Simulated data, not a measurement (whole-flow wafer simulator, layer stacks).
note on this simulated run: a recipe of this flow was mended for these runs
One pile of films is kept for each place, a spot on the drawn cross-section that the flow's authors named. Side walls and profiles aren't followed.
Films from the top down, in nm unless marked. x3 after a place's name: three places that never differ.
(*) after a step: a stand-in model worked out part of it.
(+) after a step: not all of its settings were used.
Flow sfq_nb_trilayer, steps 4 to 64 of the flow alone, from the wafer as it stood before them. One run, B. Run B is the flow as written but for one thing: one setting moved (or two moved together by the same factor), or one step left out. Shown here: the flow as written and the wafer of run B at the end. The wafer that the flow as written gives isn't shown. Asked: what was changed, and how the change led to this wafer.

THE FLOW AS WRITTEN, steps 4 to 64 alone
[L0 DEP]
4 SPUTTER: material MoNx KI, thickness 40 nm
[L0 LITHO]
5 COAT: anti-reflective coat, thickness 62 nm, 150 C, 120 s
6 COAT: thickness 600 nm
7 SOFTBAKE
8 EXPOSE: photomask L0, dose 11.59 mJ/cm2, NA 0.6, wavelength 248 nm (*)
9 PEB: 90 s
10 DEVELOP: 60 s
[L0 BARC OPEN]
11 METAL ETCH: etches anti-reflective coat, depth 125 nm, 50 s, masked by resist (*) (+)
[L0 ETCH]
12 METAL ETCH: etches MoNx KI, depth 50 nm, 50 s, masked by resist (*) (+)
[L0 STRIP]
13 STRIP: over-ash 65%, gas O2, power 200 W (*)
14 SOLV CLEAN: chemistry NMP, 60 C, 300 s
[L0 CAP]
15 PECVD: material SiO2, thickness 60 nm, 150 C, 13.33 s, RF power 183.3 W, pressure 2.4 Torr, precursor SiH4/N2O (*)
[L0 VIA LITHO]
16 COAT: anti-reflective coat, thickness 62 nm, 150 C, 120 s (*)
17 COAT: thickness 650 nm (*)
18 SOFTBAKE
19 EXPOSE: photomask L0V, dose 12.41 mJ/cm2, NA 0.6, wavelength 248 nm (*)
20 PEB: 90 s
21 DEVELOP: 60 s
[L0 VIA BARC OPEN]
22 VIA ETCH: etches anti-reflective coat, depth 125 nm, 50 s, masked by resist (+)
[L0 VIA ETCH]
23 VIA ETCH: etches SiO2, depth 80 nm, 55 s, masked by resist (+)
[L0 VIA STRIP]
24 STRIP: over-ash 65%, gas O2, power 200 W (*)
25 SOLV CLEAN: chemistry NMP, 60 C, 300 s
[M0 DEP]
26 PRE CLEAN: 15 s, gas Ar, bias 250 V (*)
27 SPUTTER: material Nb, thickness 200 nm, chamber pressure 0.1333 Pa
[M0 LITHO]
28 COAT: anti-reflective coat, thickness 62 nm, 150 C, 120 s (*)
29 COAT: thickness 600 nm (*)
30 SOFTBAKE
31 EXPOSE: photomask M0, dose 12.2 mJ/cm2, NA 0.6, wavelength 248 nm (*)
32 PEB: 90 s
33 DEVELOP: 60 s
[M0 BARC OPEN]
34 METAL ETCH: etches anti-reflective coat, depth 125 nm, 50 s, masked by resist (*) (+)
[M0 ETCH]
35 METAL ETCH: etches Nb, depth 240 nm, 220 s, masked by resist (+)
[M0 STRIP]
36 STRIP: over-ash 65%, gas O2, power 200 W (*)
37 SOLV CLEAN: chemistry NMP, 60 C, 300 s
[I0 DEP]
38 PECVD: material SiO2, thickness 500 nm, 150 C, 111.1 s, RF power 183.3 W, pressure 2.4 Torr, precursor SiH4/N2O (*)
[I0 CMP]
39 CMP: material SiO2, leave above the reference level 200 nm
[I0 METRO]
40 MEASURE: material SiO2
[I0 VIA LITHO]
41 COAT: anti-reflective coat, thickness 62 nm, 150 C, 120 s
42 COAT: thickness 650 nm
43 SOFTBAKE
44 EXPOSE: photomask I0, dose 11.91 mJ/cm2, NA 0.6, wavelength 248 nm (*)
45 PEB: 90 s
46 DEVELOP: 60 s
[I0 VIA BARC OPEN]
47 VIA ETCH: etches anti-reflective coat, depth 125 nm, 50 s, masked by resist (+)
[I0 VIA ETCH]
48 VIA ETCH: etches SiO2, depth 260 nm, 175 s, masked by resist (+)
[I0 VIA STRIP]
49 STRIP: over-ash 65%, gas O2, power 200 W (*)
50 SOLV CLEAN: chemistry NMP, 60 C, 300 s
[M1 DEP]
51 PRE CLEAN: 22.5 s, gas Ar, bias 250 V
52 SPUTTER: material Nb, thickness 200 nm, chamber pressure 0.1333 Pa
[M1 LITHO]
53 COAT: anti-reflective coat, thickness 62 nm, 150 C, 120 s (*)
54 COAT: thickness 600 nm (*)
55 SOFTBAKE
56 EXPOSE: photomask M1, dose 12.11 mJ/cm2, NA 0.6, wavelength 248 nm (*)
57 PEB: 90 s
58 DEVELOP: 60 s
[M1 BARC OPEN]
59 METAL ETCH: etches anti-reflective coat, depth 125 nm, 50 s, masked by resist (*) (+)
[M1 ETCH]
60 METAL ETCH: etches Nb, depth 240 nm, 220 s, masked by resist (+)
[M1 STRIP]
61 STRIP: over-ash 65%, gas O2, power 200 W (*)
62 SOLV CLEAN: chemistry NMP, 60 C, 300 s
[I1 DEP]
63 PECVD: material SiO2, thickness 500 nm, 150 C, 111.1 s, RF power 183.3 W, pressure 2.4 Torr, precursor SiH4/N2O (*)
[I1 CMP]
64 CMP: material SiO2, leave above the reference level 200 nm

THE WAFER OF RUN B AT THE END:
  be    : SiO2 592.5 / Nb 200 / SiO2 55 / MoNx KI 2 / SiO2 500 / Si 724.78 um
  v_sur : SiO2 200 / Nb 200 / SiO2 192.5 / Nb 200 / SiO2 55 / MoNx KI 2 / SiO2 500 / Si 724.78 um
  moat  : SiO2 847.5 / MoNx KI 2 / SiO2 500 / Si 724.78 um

The cause: step 4, SPUTTER: thickness 52 nm was run, where the flow has thickness 40 nm.

How the change led to this, step by step:
  4 SPUTTER: material MoNx KI, thickness 40 nm
      field_l, v_sur, via_wl and 103 more: MoNx KI +52 (new film) (as written it would be: MoNx KI +40 (new film))
  12 METAL ETCH: etches MoNx KI, depth 50 nm, 50 s, masked by resist (*) (+)
      v_sur, via_wl, via_w and 97 more: MoNx KI -50 (as written it would be: MoNx KI -40 (all of it), SiO2 -2)
  15 PECVD: material SiO2, thickness 60 nm, 150 C, 13.33 s, RF power 183.3 W, pressure 2.4 Torr, precursor SiH4/N2O (*)
      v_sur, via_wl, via_w and 97 more: SiO2 +60 (new film) (as written it would be: SiO2 +60)
  16 COAT: anti-reflective coat, thickness 62 nm, 150 C, 120 s (*)
      field_l: anti-reflective coat +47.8 (new film) (as written it would be: anti-reflective coat +50 (new film))
      v_sur: anti-reflective coat +81.2 (new film) (as written it would be: anti-reflective coat +78.1 (new film))
      (and at 4 more places)
  24 STRIP: over-ash 65%, gas O2, power 200 W (*)
      field_l: KrF-resist-other-grade -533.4 (all of it), anti-reflective coat -47.8 (all of it) (as written it would be: KrF-resist-other-grade -534.7 (all of it), anti-reflective coat -50 (all of it))
      v_sur: KrF-resist-other-grade -545.1 (all of it), anti-reflective coat -81.2 (all of it) (as written it would be: KrF-resist-other-grade -544.6 (all of it), anti-reflective coat -78.1 (all of it))
      (and at 4 more places)
  28 COAT: anti-reflective coat, thickness 62 nm, 150 C, 120 s (*)
      field_l: anti-reflective coat +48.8 (new film) (as written it would be: anti-reflective coat +50.5 (new film))
      v_sur: anti-reflective coat +81.3 (new film) (as written it would be: anti-reflective coat +78.2 (new film))
      (and at 4 more places)
  36 STRIP: over-ash 65%, gas O2, power 200 W (*)
      field_l: KrF-resist-other-grade -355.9 (all of it), anti-reflective coat -48.8 (all of it) (as written it would be: KrF-resist-other-grade -357.4 (all of it), anti-reflective coat -50.5 (all of it))
      v_sur: KrF-resist-other-grade -368.1 (all of it), anti-reflective coat -81.3 (all of it) (as written it would be: KrF-resist-other-grade -367.4 (all of it), anti-reflective coat -78.2 (all of it))
      (and at 4 more places)
  39 CMP: material SiO2, leave above the reference level 200 nm
      field_l, l0_sur, l0r_line_l, l0r_line_c, l0r_line_r: SiO2 -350 (as written it would be: SiO2 -342)
      l0v: SiO2 -285.4 (as written it would be: SiO2 -277.4)
Counting metal films that touch as one body, be has 2 bodies (between them, from the top down: SiO2 55); the flow as written gives 1 body.
Counting metal films that touch as one body, v_sur has 3 bodies (between them, from the top down: SiO2 192.5; SiO2 55); the flow as written gives 2 bodies (between them, from the top down: SiO2 192.5).
Counting metal films that touch as one body, moat has 1 body; the flow as written gives 0 bodies.
